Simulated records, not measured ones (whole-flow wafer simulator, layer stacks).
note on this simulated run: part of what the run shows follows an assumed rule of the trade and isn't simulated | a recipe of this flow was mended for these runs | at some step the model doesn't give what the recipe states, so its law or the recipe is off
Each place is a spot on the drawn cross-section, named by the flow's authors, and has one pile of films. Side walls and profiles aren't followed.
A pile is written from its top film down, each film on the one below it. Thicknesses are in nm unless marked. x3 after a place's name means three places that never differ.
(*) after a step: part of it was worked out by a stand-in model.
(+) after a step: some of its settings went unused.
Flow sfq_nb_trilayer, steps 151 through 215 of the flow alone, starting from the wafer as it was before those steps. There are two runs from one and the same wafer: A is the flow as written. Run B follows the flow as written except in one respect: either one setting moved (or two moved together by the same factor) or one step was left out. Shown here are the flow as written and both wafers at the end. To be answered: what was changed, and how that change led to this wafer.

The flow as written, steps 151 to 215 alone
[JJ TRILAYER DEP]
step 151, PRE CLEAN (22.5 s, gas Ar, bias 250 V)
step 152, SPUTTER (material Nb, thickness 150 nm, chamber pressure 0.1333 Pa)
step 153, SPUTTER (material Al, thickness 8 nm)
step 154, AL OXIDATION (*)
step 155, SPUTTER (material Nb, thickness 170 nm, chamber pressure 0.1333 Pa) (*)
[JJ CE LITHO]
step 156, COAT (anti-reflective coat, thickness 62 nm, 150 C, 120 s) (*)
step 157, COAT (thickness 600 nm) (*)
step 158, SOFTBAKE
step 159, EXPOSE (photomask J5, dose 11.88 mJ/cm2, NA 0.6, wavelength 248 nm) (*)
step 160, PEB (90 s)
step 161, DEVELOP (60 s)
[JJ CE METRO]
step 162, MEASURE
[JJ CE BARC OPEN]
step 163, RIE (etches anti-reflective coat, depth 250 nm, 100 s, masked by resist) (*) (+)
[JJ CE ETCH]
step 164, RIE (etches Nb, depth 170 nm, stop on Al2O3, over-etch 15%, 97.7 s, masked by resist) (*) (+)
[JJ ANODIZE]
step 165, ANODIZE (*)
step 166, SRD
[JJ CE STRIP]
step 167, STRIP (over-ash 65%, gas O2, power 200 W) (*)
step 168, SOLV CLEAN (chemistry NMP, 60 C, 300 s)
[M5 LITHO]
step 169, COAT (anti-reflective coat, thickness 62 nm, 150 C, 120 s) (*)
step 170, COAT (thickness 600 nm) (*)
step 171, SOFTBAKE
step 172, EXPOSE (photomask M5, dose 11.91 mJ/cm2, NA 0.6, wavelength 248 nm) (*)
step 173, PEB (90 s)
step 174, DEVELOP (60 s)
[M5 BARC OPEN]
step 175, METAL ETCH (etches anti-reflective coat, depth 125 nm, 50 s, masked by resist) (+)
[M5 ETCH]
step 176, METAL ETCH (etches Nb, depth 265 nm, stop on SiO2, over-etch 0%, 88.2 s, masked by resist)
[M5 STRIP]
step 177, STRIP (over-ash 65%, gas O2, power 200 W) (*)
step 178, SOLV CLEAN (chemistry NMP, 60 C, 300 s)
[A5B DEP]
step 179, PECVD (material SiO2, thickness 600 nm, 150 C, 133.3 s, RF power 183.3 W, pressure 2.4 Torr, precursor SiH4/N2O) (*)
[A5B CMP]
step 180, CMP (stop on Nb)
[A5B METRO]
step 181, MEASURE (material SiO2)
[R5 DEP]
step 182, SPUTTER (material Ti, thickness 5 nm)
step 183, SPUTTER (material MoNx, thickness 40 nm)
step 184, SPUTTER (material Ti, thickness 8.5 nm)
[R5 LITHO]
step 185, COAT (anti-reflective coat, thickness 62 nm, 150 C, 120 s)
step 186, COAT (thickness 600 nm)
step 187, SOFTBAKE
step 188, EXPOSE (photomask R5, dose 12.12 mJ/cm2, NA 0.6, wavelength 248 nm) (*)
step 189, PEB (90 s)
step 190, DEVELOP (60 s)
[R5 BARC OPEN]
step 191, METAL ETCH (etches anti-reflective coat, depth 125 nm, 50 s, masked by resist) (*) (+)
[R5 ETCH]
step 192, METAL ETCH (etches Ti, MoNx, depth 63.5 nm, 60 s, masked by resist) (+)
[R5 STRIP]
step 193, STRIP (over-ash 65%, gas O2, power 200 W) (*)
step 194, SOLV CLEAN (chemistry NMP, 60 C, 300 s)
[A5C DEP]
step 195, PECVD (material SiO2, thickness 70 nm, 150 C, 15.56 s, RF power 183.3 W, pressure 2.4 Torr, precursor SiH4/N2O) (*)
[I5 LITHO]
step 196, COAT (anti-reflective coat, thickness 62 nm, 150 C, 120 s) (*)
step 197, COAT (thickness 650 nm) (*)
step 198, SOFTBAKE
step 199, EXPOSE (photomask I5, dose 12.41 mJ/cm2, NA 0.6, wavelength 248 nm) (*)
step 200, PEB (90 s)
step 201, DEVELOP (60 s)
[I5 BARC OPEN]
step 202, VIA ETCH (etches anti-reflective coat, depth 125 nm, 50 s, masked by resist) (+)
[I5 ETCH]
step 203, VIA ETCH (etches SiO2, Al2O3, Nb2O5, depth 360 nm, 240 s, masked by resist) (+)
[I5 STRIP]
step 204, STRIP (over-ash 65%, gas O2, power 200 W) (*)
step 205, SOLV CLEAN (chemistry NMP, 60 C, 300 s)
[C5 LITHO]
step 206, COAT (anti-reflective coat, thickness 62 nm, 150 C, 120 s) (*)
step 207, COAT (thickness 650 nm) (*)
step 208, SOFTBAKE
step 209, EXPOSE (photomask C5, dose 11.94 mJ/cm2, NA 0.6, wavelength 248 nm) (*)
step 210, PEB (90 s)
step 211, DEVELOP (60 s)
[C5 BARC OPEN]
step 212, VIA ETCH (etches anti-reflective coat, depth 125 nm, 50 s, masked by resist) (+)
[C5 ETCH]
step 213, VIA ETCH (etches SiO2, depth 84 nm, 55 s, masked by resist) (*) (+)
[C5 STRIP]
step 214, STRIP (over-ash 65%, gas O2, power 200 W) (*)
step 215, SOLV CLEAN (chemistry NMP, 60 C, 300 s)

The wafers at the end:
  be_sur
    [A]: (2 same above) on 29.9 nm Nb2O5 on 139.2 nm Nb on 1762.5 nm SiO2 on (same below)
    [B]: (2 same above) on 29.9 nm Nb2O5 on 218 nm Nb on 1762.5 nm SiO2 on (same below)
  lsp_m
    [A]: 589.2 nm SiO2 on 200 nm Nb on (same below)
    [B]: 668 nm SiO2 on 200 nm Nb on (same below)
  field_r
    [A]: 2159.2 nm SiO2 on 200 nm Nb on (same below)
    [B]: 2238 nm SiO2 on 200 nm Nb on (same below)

What caused this: step 152, SPUTTER: thickness 228.8 nm was run, whereas the flow has thickness 150 nm.

Step by step, how the change led to this:
  step 152, SPUTTER (material Nb, thickness 150 nm, chamber pressure 0.1333 Pa)
      field_l, v_sur, via_sp and 100 more: A +150 Nb (new film) | B +228.8 Nb (new film)
      via_wl, via_w, via_wr: A +129.8 Nb | B +199 Nb
  step 153, SPUTTER (material Al, thickness 8 nm)
      via_wl, via_wr: A +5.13 Al (new film) | B +4.51 Al (new film)
  step 155, SPUTTER (material Nb, thickness 170 nm, chamber pressure 0.1333 Pa) (*)
      via_wl, via_wr: A +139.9 Nb (new film) | B +135.3 Nb (new film)
      via_w: A +140.2 Nb (new film) | B +135.7 Nb (new film)
  step 156, COAT (anti-reflective coat, thickness 62 nm, 150 C, 120 s) (*)
      via_wl, via_wr: A +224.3 anti-reflective coat (new film) | B +249.4 anti-reflective coat (new film)
      v_sur: A +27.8 anti-reflective coat (new film) | B +28.9 anti-reflective coat (new film)
      (and at 1 other place as well)
  step 163, RIE (etches anti-reflective coat, depth 250 nm, 100 s, masked by resist) (*) (+)
      via_wl, via_wr: A -224.3 anti-reflective coat (all of it) | B -249.4 anti-reflective coat (all of it)
      v_sur: A -27.8 anti-reflective coat (all of it) | B -28.9 anti-reflective coat (all of it)
      (and at 1 other place as well)
  step 164, RIE (etches Nb, depth 170 nm, stop on Al2O3, over-etch 15%, 97.7 s, masked by resist) (*) (+)
      via_wl, via_wr: A -139.9 Nb (all of it), -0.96 Al2O3 (all of it) | B -135.3 Nb (all of it), -0.96 Al2O3 (all of it)
      via_w: A -140.2 Nb (all of it), -0.96 Al2O3 (all of it) | B -135.7 Nb (all of it), -0.96 Al2O3 (all of it)
  step 165, ANODIZE (*)
      via_wl, via_wr: A +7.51 Al2O3 (new film), +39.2 Nb2O5 (new film), -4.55 Al (all of it), -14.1 Nb | B +6.49 Al2O3 (new film), +41 Nb2O5 (new film), -3.93 Al (all of it), -14.8 Nb
      via_w: A +10.7 Al2O3 (new film), +33.4 Nb2O5 (new film), -6.51 Al (all of it), -12 Nb | B +10.2 Al2O3 (new film), +34.3 Nb2O5 (new film), -6.21 Al (all of it), -12.3 Nb
  step 169, COAT (anti-reflective coat, thickness 62 nm, 150 C, 120 s) (*)
      via_wl, via_wr: A +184 anti-reflective coat (new film) | B +171.4 anti-reflective coat (new film)
      field_l: A +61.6 anti-reflective coat (new film) | B +58.5 anti-reflective coat (new film)
      (and at 3 other places as well)
  step 170, COAT (thickness 600 nm) (*)
      via_wl: A +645 KrF-resist-other-grade (new film) | B +658.4 KrF-resist-other-grade (new film)
      via_wr: A +646 KrF-resist-other-grade (new film) | B +659.9 KrF-resist-other-grade (new film)
  step 175, METAL ETCH (etches anti-reflective coat, depth 125 nm, 50 s, masked by resist) (+)
      field_l: A -61.6 anti-reflective coat (all of it), -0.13 Al2O3 | B -58.5 anti-reflective coat (all of it), -0.13 Al2O3
  step 176, METAL ETCH (etches Nb, depth 265 nm, stop on SiO2, over-etch 0%, 88.2 s, masked by resist)
      field_l, res, r_end and 47 more: A -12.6 Al2O3 (all of it), -29.9 Nb2O5 (all of it), -139.2 Nb (all of it), -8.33 SiO2 | B -12.6 Al2O3 (all of it), -29.9 Nb2O5 (all of it), -218 Nb (all of it), -0.45 SiO2
      r_sur, wl_a_sl, wl_a_m6: A -12.5 Al2O3 (all of it), -29.9 Nb2O5 (all of it), -139.2 Nb (all of it), -8.33 SiO2 | B -12.5 Al2O3 (all of it), -29.9 Nb2O5 (all of it), -218 Nb (all of it), -0.45 SiO2
  step 177, STRIP (over-ash 65%, gas O2, power 200 W) (*)
      v_sur: A -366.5 KrF-resist-other-grade (all of it), -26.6 anti-reflective coat (all of it) | B -362.9 KrF-resist-other-grade (all of it), -23 anti-reflective coat (all of it)
      via_wl: A -418.2 KrF-resist-other-grade (all of it), -184 anti-reflective coat (all of it) | B -431.5 KrF-resist-other-grade (all of it), -171.4 anti-reflective coat (all of it)
      (and at 3 other places as well)
  step 180, CMP (stop on Nb)
      field_l, p4_fl x5, p4_w1 x9 and 27 more: A -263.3 SiO2 | B -192.4 SiO2
      r_sur, res, r_end, moat, field_r, lsp_l: A -256.4 SiO2 | B -182.9 SiO2
      (and at 8 other places as well)
